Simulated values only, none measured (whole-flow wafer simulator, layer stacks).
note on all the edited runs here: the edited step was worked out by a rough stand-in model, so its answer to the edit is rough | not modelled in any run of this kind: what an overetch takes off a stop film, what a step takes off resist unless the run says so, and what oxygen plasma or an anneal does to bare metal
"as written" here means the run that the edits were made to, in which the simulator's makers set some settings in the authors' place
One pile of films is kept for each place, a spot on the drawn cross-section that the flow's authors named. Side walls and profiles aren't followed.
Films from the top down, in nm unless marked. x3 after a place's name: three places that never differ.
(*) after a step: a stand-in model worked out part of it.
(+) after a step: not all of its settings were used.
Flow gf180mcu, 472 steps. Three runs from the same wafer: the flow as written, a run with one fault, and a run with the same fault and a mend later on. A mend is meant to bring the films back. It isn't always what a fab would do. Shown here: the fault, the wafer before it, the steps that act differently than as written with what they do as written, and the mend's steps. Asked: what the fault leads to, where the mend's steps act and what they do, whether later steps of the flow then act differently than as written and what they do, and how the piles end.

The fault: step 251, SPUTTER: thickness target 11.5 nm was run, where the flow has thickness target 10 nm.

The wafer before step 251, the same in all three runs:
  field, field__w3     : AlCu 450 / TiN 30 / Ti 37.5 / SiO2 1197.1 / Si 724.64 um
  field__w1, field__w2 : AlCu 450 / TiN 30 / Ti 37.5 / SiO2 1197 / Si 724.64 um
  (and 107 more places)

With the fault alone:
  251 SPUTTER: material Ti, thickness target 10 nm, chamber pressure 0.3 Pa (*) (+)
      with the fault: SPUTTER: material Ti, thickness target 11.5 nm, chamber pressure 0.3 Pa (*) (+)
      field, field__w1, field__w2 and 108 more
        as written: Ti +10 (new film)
        with the fault: Ti +11.5 (new film)
  Later steps of the flow that act differently than as written (5 more steps differ only slightly, by at most 2% or 0.5 nm, whichever is larger, and aren't shown):
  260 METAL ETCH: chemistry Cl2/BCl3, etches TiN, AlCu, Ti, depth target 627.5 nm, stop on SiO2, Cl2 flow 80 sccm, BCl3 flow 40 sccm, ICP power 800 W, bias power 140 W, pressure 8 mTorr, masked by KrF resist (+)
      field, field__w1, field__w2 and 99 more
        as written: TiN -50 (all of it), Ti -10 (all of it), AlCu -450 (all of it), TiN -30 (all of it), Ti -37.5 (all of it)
        with the fault: TiN -50 (all of it), Ti -11.5 (all of it), AlCu -450 (all of it), TiN -30 (all of it), Ti -37.5 (all of it)
  At the end the piles differ from the flow's by more than 2% or 0.5 nm, whichever is larger, at field__w8, contact, m1 and 6 more.
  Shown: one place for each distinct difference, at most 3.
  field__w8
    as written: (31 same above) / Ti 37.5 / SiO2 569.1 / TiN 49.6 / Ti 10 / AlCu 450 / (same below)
    with the fault: (31 same above) / Ti 37.5 / SiO2 567.6 / TiN 49.6 / Ti 11.5 / AlCu 450 / (same below)
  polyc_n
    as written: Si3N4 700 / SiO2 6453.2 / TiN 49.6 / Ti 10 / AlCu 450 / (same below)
    with the fault: Si3N4 700 / SiO2 6451.7 / TiN 49.6 / Ti 11.5 / AlCu 450 / (same below)
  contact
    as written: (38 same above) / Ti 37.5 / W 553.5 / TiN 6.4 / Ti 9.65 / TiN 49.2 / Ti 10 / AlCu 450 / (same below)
    with the fault: (38 same above) / Ti 37.5 / W 552 / TiN 6.41 / Ti 9.66 / TiN 49.2 / Ti 11.5 / AlCu 450 / (same below)

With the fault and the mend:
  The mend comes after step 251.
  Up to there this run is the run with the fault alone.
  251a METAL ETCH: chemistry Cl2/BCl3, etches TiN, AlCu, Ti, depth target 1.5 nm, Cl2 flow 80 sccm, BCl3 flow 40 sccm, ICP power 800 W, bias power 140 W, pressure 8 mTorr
      field, field__w1, field__w2 and 108 more
        Ti -1.5
  No later step of the flow acts differently than as written at any place that is followed.
  At the end the piles are the same as the flow's at every place that both follow.
